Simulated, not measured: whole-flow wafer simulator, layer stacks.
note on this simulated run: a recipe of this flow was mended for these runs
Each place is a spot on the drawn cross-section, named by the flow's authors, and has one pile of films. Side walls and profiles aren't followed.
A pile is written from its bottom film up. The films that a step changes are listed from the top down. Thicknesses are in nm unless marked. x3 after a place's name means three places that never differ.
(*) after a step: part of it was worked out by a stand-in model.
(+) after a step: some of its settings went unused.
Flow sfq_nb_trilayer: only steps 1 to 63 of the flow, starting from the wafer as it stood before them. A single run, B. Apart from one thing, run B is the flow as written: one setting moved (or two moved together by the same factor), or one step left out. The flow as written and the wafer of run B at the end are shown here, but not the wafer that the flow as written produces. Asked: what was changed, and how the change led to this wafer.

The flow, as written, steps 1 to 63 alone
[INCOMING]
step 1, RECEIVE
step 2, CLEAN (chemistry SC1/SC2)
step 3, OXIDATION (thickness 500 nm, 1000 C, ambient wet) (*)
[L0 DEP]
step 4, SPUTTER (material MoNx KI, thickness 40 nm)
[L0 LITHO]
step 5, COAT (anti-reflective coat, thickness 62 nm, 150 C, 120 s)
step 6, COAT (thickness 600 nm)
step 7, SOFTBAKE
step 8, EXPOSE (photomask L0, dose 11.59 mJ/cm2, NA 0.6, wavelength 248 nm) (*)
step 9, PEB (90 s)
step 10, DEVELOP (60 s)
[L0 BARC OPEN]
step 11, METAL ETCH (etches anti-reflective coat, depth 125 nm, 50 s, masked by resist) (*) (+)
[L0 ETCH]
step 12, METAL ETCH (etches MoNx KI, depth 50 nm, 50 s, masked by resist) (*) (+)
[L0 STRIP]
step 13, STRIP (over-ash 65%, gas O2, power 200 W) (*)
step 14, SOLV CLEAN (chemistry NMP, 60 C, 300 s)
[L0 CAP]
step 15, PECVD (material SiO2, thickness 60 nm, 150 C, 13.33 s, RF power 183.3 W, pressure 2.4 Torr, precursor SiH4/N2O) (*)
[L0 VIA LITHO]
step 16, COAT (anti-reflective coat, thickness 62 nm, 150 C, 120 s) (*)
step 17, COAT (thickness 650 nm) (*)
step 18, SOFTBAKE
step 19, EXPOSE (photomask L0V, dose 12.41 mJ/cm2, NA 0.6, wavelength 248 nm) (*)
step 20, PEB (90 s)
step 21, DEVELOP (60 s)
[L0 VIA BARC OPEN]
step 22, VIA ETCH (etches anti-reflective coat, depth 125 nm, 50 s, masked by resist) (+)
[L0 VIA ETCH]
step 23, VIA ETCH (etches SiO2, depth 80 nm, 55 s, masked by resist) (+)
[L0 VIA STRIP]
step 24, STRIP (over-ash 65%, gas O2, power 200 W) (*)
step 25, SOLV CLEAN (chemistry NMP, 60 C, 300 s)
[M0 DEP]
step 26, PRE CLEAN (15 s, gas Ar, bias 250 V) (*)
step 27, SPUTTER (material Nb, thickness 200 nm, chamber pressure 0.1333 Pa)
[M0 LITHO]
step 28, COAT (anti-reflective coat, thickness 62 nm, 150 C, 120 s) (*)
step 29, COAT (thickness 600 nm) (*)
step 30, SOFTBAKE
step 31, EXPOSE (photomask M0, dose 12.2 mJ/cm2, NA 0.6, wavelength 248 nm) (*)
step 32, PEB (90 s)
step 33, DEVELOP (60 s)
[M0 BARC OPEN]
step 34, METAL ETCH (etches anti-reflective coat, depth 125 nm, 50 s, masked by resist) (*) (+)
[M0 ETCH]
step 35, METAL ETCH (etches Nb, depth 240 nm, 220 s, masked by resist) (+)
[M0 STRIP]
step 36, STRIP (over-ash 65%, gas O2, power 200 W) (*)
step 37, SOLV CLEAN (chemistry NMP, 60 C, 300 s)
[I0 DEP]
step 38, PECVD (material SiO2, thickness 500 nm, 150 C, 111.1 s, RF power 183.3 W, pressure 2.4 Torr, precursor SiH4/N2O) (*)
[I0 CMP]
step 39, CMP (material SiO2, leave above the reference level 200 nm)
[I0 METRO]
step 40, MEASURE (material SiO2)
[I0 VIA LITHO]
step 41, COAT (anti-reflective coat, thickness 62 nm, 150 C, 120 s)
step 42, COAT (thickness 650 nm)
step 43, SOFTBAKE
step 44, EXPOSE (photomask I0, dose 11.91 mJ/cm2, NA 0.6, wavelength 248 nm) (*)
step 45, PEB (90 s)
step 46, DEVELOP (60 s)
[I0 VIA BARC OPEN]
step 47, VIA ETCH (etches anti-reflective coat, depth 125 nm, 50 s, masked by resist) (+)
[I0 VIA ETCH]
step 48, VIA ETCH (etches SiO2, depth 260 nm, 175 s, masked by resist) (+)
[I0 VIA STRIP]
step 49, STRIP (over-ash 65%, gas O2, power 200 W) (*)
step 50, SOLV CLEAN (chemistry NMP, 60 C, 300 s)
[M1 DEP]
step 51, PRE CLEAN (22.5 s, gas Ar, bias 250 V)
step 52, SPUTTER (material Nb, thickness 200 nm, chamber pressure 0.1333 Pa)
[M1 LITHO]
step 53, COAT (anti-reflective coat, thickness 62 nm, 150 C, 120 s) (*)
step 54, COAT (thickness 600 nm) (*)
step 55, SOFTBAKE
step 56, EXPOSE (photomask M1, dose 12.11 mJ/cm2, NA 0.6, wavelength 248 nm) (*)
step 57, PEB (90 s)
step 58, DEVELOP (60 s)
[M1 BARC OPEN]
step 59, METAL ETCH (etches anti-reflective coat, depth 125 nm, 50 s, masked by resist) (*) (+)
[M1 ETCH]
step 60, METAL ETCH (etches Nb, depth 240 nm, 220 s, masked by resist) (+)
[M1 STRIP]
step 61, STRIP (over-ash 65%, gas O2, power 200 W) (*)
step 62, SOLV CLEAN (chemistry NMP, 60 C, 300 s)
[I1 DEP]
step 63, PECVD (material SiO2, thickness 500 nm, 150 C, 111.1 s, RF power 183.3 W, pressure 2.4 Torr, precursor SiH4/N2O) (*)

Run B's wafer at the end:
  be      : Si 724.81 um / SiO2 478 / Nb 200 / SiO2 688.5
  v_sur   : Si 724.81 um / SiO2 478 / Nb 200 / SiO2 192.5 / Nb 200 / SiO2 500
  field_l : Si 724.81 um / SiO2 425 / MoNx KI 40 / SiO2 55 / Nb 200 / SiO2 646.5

Cause: step 3, OXIDATION: thickness 425 nm was run, whereas the flow has thickness 500 nm.
The wafer lets one read it off: field_l has SiO2 425, and step 3 as written asks for 500 nm.

How this came from the change, step by step:
  step 3, OXIDATION (thickness 500 nm, 1000 C, ambient wet) (*)
      field_l, v_sur, via_wl and 103 more: SiO2 gains 425 (new film), chemical SiO2 loses 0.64 (all of it), Si loses 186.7 (in the flow as written it would be: SiO2 gains 500 (new film), chemical SiO2 loses 0.64 (all of it), Si loses 219.7)
